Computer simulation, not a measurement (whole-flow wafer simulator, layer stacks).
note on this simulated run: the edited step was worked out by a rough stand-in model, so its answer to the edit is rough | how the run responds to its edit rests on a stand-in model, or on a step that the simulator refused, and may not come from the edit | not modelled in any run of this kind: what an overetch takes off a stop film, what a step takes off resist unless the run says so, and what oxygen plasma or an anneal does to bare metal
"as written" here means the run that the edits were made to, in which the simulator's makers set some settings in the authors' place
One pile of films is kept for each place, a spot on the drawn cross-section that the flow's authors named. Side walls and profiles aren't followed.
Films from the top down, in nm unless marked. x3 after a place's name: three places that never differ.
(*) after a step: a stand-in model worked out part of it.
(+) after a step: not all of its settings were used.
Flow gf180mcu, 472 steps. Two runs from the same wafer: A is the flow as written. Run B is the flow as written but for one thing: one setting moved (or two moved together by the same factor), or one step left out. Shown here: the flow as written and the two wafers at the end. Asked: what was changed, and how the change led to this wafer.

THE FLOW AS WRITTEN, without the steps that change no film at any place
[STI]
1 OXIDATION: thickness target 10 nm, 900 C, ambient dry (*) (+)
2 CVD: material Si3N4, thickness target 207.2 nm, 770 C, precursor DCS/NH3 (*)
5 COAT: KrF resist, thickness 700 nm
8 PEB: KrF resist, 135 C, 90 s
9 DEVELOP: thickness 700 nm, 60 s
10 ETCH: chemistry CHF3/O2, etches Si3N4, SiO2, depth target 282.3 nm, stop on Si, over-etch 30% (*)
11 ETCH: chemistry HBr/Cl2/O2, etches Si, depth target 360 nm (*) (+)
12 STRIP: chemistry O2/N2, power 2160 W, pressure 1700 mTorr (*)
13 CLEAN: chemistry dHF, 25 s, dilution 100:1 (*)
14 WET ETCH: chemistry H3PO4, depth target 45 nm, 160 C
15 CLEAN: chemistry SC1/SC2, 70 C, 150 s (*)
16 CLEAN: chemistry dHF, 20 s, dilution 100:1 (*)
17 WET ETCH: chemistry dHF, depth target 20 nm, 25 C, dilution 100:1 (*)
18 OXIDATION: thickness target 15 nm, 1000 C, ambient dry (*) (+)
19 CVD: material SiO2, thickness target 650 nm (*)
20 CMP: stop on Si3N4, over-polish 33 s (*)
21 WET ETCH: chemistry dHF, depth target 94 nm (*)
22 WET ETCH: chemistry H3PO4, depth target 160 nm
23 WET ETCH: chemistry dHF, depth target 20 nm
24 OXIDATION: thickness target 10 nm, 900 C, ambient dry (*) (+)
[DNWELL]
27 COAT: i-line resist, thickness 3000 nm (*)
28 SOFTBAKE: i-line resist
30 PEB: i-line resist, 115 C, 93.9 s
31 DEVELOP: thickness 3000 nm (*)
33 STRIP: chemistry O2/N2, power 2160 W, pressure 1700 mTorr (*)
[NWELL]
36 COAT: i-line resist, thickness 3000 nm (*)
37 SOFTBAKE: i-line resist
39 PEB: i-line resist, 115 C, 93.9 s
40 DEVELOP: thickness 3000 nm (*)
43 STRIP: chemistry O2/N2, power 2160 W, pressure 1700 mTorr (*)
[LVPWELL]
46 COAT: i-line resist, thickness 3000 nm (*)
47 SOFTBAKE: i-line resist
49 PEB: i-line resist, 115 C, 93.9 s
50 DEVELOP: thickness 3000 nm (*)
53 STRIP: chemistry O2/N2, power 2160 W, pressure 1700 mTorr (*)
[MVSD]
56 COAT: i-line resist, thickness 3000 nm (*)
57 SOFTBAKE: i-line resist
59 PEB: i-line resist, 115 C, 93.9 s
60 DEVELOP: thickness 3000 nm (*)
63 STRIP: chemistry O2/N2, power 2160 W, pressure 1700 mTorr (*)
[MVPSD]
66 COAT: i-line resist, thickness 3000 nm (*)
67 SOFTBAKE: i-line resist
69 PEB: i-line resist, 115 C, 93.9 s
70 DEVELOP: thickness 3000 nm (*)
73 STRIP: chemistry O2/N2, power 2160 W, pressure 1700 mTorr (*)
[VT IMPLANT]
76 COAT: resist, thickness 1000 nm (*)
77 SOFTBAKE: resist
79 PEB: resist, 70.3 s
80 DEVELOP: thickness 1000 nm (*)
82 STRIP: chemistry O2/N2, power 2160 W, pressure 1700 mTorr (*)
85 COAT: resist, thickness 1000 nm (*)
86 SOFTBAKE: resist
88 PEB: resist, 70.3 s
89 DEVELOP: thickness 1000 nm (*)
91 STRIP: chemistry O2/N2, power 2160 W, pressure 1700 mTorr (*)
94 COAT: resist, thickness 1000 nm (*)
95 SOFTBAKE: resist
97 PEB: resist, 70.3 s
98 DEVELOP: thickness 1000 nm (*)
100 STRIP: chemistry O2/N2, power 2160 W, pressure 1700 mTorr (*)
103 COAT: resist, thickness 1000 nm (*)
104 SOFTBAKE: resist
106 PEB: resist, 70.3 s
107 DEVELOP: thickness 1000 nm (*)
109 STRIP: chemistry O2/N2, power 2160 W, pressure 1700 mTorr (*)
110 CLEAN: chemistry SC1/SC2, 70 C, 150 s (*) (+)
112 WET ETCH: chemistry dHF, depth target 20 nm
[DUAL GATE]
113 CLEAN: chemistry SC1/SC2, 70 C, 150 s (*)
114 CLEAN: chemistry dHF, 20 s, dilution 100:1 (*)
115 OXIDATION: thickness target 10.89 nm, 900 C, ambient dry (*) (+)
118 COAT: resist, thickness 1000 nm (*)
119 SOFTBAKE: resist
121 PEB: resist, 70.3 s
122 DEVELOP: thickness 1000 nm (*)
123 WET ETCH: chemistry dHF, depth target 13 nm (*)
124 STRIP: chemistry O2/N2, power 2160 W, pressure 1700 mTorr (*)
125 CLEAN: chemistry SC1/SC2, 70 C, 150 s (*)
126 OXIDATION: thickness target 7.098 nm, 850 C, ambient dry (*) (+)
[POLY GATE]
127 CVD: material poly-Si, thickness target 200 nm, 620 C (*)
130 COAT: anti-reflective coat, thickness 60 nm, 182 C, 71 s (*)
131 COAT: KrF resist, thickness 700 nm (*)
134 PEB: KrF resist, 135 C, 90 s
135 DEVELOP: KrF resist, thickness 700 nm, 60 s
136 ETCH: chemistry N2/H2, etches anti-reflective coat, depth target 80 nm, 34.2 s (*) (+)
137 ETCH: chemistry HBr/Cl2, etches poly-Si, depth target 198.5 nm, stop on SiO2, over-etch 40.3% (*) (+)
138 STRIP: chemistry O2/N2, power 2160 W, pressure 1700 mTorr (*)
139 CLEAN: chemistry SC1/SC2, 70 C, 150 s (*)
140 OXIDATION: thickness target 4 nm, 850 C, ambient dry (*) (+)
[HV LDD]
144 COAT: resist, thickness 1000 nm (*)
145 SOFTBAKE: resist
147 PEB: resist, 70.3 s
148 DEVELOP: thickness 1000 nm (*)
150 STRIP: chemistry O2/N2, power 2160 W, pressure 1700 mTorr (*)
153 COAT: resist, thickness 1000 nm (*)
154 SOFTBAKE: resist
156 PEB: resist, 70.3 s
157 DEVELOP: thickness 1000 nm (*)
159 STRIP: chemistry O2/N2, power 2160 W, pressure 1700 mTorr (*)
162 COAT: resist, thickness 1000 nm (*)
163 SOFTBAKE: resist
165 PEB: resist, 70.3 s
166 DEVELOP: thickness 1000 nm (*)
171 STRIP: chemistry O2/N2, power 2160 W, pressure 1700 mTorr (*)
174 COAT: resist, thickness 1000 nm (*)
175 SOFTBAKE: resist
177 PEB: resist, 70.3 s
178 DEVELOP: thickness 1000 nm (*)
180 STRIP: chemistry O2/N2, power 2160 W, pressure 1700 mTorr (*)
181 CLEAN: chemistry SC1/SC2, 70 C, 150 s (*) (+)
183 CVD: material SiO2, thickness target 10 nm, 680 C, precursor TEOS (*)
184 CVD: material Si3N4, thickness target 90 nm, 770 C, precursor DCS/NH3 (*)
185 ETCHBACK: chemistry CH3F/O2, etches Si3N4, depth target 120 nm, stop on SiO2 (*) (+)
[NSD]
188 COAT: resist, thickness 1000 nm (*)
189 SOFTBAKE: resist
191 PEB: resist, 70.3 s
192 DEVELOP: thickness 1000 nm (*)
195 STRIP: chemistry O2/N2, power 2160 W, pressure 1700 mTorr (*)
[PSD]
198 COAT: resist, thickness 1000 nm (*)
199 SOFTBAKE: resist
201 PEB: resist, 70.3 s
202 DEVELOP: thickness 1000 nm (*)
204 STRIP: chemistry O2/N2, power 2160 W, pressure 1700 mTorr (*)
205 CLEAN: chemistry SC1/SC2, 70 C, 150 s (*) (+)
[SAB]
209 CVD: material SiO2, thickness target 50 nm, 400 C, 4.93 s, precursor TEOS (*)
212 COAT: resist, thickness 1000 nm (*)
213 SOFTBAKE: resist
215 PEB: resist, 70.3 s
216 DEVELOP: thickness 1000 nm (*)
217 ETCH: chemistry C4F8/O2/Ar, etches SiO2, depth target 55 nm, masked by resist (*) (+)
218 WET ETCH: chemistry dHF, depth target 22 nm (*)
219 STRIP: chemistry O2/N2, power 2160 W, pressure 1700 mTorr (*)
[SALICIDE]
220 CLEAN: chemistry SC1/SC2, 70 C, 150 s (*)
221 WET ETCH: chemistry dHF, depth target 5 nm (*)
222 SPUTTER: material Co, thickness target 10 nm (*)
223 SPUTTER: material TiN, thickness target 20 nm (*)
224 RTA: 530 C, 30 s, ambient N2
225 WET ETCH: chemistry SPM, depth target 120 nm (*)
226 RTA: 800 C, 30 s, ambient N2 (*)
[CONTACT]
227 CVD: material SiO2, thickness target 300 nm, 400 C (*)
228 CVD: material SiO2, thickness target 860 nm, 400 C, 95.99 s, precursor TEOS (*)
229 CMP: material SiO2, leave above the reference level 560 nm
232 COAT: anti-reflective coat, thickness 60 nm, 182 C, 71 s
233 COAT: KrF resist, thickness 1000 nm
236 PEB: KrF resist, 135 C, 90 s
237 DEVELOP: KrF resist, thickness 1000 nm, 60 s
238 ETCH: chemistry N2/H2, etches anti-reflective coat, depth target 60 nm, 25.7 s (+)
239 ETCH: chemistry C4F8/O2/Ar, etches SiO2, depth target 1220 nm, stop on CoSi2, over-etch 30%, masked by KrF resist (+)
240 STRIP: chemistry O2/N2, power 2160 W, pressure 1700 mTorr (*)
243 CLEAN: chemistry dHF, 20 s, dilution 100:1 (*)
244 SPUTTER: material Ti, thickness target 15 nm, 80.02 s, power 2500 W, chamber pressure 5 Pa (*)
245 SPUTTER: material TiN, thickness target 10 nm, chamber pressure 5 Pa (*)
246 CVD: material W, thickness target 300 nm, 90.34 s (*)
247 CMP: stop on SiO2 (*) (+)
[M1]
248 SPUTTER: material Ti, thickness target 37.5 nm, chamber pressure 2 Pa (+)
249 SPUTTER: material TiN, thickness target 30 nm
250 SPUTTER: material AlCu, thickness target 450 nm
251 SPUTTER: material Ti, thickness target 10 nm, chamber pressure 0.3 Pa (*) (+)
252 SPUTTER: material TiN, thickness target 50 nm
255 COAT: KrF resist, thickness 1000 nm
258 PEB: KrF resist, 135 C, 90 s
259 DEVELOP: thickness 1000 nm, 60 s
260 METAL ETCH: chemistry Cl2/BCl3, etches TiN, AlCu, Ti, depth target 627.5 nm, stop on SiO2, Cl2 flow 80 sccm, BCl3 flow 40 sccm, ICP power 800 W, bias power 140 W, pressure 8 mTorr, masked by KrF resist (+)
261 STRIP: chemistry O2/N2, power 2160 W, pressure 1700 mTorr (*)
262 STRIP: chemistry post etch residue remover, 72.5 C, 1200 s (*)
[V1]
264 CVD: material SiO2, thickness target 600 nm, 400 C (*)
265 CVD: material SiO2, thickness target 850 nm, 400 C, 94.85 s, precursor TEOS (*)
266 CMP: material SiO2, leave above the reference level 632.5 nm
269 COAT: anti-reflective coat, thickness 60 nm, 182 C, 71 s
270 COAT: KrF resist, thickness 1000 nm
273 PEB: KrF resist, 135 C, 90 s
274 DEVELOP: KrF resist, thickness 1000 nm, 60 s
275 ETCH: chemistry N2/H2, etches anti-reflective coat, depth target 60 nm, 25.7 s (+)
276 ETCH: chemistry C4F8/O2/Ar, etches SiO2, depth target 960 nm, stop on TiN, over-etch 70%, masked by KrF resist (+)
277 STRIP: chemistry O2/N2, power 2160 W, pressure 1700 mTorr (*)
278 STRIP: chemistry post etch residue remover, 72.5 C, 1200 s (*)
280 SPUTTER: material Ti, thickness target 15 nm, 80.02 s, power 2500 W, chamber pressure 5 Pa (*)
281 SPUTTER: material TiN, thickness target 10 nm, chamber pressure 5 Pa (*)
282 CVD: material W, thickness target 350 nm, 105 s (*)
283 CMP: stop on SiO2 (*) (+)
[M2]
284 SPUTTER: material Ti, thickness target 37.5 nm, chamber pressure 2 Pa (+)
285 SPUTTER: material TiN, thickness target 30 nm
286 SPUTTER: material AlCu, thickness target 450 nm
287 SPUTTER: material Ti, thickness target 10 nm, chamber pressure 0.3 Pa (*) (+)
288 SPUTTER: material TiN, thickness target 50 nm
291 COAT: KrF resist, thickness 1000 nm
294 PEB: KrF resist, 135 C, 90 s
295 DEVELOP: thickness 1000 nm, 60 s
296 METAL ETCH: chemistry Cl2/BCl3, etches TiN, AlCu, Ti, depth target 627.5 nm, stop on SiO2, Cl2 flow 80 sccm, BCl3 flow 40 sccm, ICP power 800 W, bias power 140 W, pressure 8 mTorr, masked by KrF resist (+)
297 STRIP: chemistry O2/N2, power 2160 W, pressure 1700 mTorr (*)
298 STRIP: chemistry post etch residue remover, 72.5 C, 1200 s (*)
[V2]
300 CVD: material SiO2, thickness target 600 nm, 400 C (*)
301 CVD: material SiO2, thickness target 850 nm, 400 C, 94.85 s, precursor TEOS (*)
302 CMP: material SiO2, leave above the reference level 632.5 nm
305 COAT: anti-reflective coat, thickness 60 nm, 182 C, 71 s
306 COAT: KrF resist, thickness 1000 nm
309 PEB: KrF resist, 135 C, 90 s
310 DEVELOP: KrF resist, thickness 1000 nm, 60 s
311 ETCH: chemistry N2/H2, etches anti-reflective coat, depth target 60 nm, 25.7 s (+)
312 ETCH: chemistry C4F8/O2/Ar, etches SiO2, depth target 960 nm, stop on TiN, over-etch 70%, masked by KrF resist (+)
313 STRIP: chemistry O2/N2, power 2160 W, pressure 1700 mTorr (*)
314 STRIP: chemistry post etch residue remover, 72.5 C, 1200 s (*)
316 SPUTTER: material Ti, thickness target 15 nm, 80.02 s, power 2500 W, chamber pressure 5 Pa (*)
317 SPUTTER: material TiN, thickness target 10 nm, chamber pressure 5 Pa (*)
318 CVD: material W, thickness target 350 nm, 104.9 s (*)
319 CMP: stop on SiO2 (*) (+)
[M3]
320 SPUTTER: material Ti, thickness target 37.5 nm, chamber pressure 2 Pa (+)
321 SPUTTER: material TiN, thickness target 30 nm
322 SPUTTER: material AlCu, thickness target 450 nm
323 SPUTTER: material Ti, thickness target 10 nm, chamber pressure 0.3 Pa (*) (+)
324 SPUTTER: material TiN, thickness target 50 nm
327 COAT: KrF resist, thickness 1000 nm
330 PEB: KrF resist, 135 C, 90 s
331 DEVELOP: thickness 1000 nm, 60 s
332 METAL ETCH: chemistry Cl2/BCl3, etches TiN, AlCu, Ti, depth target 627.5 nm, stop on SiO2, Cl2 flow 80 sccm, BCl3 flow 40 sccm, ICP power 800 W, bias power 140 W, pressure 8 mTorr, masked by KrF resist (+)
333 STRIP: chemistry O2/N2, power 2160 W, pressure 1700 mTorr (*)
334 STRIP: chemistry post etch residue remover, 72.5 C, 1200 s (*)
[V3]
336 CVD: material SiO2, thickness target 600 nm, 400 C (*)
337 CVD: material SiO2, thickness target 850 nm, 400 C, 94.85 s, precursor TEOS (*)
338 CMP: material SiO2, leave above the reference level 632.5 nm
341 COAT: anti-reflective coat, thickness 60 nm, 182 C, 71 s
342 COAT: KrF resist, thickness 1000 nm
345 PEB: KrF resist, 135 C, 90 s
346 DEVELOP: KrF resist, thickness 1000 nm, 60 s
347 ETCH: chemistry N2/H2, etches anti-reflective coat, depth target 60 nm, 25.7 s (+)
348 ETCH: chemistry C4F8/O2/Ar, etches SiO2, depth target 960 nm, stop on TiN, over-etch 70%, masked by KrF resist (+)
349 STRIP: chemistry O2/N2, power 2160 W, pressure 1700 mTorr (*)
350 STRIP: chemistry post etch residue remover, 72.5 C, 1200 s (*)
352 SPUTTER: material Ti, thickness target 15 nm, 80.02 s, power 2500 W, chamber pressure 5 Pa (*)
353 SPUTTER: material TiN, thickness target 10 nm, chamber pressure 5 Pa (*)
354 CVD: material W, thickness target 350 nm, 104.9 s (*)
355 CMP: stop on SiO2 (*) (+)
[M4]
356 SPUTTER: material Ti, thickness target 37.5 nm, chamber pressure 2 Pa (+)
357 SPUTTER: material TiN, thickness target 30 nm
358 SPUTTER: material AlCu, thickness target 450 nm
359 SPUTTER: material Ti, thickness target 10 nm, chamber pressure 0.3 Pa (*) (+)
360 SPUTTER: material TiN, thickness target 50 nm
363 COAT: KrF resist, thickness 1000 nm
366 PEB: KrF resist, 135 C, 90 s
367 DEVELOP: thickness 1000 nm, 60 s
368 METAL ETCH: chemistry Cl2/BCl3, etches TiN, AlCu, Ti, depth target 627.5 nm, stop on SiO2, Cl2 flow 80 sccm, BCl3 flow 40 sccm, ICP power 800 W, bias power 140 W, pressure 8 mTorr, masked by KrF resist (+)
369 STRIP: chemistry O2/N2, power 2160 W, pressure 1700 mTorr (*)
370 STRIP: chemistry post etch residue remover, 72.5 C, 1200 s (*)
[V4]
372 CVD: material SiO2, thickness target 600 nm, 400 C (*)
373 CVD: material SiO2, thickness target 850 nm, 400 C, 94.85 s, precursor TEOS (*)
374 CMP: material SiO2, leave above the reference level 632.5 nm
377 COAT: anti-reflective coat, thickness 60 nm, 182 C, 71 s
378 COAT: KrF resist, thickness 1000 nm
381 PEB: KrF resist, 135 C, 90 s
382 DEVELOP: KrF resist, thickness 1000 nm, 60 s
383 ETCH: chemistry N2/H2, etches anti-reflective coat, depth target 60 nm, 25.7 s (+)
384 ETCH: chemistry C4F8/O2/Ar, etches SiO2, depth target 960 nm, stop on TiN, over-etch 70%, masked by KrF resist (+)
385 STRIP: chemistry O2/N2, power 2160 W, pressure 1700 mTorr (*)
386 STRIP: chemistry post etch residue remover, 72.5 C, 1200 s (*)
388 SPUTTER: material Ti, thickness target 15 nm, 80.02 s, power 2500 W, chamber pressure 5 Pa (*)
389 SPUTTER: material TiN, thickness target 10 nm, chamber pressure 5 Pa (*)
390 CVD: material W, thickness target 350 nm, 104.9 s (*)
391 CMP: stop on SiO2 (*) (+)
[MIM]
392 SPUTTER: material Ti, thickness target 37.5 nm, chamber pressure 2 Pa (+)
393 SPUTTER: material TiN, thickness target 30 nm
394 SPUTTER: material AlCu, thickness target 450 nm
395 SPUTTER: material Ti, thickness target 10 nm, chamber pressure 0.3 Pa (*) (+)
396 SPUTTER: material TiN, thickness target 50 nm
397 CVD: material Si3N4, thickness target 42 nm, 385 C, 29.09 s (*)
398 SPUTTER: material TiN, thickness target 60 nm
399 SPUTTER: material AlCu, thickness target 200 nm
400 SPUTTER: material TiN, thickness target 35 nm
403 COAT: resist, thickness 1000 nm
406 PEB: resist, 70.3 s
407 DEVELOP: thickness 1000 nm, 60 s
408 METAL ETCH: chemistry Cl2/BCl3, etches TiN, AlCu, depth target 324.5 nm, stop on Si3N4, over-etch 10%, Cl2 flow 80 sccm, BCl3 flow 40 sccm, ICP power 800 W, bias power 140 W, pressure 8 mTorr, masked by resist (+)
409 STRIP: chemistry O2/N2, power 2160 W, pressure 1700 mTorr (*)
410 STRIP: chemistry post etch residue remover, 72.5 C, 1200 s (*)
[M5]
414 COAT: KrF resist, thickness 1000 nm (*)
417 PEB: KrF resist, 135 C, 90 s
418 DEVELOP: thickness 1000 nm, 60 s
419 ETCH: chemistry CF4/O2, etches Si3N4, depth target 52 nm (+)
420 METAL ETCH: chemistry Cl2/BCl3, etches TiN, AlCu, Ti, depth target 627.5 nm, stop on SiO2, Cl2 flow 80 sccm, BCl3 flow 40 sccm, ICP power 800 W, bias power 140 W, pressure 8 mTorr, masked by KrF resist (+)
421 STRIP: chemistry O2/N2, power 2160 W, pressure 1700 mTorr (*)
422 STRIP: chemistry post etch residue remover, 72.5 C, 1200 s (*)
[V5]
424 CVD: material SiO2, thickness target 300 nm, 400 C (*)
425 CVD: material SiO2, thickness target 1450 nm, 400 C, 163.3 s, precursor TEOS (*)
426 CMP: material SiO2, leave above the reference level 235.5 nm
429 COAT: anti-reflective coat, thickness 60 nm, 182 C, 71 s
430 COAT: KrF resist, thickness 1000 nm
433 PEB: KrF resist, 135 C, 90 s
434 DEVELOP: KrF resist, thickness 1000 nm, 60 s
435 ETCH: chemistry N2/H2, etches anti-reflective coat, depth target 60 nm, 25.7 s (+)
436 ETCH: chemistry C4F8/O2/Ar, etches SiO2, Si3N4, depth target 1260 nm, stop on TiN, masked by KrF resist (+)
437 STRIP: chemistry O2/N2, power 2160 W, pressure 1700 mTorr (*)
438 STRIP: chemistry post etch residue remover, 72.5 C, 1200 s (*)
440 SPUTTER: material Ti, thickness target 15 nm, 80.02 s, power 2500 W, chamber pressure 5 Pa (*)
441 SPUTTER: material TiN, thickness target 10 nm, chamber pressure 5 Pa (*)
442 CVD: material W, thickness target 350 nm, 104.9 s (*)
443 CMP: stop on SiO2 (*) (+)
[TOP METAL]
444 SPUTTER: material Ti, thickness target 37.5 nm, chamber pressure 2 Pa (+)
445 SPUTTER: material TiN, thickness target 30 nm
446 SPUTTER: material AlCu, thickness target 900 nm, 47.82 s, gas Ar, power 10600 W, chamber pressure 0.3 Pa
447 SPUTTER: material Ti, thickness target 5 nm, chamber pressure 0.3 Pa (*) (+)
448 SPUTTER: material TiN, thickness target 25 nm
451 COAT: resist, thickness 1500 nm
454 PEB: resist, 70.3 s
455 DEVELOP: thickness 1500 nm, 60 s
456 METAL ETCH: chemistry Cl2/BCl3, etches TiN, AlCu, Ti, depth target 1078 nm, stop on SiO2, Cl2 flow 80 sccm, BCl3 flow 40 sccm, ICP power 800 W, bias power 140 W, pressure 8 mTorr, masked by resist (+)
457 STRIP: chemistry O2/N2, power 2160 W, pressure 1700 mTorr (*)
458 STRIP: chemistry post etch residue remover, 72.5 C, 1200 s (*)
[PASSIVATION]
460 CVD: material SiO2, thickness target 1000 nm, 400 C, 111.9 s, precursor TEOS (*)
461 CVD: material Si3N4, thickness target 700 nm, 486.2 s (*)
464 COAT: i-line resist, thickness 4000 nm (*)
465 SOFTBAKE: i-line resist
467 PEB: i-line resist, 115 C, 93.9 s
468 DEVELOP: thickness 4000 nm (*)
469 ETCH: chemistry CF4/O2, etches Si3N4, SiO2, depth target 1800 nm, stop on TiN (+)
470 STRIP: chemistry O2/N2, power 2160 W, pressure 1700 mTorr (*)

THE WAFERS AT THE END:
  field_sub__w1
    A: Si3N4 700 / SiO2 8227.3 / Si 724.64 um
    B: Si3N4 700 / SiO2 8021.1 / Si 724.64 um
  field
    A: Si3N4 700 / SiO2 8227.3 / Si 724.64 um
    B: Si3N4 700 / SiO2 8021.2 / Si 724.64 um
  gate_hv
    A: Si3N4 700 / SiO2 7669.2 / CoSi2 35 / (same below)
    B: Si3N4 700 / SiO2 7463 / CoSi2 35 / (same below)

The cause: step 460, CVD: thickness target 790 nm was run, where the flow has thickness target 1000 nm; step 460, CVD: 88.44 s was run, where the flow has 111.9 s.

How the change led to this, step by step:
  460 CVD: material SiO2, thickness target 1000 nm, 400 C, 111.9 s, precursor TEOS (*)
      field, field__w1, field__w2 and 103 more: A SiO2 +1000 | B SiO2 +793.9
      field__w8, contact, m1, m1__w1, pad, m1_nw: A SiO2 +1000 (new film) | B SiO2 +793.9 (new film)
  465 SOFTBAKE: i-line resist
      gate: A i-line resist +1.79 | B i-line resist -0.33
      ld_acc_p, ld_fp_p, ld_drift_p: A i-line resist +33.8 | B i-line resist +27
      (and at 57 more places)
  469 ETCH: chemistry CF4/O2, etches Si3N4, SiO2, depth target 1800 nm, stop on TiN (+)
      pad: A Si3N4 -700 (all of it), SiO2 -1000 (all of it) | B Si3N4 -700 (all of it), SiO2 -793.9 (all of it)
